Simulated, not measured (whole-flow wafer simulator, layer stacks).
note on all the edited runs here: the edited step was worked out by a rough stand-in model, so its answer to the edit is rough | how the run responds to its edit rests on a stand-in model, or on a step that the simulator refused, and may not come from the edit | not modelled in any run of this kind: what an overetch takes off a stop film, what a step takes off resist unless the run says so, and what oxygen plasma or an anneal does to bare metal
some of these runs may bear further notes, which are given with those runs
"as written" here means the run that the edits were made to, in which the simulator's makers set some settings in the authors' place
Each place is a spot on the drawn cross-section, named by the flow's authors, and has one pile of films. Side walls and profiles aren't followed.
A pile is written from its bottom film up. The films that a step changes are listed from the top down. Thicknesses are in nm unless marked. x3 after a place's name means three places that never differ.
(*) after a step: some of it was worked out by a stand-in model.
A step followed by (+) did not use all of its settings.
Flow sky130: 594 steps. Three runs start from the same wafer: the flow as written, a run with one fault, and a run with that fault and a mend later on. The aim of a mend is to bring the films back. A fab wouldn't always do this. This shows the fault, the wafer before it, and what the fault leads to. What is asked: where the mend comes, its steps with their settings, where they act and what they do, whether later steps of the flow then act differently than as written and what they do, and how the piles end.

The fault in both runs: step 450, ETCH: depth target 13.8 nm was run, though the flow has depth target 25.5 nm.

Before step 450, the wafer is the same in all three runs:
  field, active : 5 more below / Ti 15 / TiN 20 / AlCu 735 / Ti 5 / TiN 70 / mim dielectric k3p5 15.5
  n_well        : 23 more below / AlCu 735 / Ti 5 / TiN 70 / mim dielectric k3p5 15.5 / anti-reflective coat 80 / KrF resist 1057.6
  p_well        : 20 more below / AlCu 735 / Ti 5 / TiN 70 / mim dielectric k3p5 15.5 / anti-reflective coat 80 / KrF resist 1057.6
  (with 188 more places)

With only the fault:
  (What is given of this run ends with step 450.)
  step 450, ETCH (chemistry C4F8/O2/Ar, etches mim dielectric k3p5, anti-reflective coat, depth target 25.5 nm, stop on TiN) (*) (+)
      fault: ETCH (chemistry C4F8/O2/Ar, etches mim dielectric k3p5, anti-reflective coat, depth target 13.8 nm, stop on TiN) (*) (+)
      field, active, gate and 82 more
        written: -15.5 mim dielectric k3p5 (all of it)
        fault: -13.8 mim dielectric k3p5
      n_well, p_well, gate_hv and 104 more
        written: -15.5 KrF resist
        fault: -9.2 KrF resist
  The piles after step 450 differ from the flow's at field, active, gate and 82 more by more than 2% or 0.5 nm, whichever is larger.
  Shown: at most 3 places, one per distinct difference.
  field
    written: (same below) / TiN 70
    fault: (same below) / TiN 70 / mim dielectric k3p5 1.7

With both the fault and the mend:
  The mend stands after step 450.
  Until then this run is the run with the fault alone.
  step 450a, ETCH (chemistry C4F8/O2/Ar, etches mim dielectric k3p5, anti-reflective coat, depth target 11.7 nm, stop on TiN) (*) (+) (a further turn of the flow's step 450, with different settings)
      n_well, p_well, gate_hv and 104 more
        -1.7 KrF resist
      field, active, gate and 82 more
        -1.7 mim dielectric k3p5 (all of it)
  Every later step of the flow that is run acts as written, at every place that is followed, to within 2% or 0.5 nm, whichever is larger.
  The piles end the same as the flow's at every place that both follow.
